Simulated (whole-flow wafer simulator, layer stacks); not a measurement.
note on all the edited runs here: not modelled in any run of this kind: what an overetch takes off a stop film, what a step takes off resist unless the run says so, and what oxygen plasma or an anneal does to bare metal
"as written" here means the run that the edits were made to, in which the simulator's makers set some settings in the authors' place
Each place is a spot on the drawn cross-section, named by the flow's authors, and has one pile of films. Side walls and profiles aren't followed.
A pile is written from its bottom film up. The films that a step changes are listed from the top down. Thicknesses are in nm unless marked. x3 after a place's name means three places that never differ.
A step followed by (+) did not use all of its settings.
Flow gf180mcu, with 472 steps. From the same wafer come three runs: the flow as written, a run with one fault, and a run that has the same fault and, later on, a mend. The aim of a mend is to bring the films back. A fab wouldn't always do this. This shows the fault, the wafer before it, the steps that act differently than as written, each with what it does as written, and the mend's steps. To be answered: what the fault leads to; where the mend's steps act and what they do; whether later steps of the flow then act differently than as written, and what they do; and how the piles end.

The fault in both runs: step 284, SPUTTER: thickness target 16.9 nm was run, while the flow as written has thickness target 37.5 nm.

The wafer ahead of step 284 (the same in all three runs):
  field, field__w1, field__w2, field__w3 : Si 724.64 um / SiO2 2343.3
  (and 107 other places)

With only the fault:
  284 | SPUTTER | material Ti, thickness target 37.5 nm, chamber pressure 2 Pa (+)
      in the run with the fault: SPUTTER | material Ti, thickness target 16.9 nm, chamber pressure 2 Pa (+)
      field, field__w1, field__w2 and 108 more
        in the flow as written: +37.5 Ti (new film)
        in the run with the fault: +16.9 Ti (new film)
  Steps later in the flow that act otherwise than as written:
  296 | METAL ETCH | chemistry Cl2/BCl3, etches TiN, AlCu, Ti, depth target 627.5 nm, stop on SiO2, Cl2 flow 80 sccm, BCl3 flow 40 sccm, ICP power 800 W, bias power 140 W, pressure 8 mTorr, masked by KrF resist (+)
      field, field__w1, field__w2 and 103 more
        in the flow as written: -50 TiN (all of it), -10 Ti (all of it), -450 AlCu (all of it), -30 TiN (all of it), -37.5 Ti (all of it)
        in the run with the fault: -50 TiN (all of it), -10 Ti (all of it), -450 AlCu (all of it), -30 TiN (all of it), -16.9 Ti (all of it)
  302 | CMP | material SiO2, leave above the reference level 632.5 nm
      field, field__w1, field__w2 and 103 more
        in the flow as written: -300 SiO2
        in the run with the fault: -320.6 SiO2
  The piles end different from the flow's at field__w8, contact, m1, m1__w1, m1_nw by more than 2% or 0.5 nm, whichever is larger.
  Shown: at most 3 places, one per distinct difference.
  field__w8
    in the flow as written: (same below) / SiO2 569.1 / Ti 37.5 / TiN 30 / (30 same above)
    in the run with the fault: (same below) / SiO2 569.1 / Ti 16.9 / TiN 30 / (30 same above)
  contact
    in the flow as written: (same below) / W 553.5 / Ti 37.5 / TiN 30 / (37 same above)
    in the run with the fault: (same below) / W 553.5 / Ti 16.9 / TiN 30 / (37 same above)

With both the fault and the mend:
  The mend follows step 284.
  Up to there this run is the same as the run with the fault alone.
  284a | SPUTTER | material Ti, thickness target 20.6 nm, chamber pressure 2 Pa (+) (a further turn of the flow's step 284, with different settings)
      field, field__w1, field__w2 and 108 more
        +20.6 Ti
  Every later step of the flow that is run acts as written at every place that is followed.
  At every place that both follow, the piles at the end match the flow's.
